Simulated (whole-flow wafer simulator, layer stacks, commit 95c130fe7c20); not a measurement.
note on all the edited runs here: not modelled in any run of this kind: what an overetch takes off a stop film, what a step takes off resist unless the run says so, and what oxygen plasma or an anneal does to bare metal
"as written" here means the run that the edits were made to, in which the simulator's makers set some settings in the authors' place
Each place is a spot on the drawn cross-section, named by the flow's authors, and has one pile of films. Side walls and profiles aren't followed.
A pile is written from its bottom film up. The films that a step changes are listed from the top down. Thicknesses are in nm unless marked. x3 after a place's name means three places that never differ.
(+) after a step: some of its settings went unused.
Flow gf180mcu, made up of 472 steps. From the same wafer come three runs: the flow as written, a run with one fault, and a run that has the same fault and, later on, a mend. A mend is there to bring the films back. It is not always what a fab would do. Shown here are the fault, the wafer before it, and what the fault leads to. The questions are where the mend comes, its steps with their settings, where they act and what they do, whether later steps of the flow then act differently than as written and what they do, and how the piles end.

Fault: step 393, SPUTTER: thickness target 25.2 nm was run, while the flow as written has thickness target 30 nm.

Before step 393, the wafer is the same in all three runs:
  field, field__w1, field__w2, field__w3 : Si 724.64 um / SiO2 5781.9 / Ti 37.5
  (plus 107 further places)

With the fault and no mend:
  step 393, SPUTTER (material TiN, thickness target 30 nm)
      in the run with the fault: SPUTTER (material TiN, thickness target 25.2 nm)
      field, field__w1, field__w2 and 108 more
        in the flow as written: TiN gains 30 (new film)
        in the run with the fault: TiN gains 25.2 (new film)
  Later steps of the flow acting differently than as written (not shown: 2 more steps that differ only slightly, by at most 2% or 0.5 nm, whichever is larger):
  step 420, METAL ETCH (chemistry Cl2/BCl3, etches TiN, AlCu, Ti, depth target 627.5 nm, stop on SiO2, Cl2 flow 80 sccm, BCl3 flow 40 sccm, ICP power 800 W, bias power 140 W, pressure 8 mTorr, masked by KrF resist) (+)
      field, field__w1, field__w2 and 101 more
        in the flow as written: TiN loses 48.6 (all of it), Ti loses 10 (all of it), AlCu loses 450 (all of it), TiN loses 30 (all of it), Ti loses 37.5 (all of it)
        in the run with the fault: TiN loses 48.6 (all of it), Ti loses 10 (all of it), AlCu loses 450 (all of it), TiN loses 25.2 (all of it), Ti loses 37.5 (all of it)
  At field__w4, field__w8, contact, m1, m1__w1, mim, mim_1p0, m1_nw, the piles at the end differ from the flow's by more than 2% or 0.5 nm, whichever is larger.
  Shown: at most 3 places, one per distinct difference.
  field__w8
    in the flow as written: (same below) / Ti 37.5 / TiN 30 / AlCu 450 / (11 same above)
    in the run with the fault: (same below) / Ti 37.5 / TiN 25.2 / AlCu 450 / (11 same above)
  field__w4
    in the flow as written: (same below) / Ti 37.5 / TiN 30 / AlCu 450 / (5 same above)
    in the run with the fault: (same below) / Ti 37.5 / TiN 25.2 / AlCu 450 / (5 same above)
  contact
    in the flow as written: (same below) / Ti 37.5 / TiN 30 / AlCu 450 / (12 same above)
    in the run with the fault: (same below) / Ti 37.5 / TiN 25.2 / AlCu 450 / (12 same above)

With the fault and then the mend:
  After step 393 comes the mend.
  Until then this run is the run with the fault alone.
  step 393a, SPUTTER (material TiN, thickness target 4.8 nm) (the flow's step 393 again, with other settings)
      field, field__w1, field__w2 and 108 more
        TiN gains 4.8
  Every later step of the flow that is run acts as written at every place that is followed.
  The piles end the same as the flow's at every place that both follow.
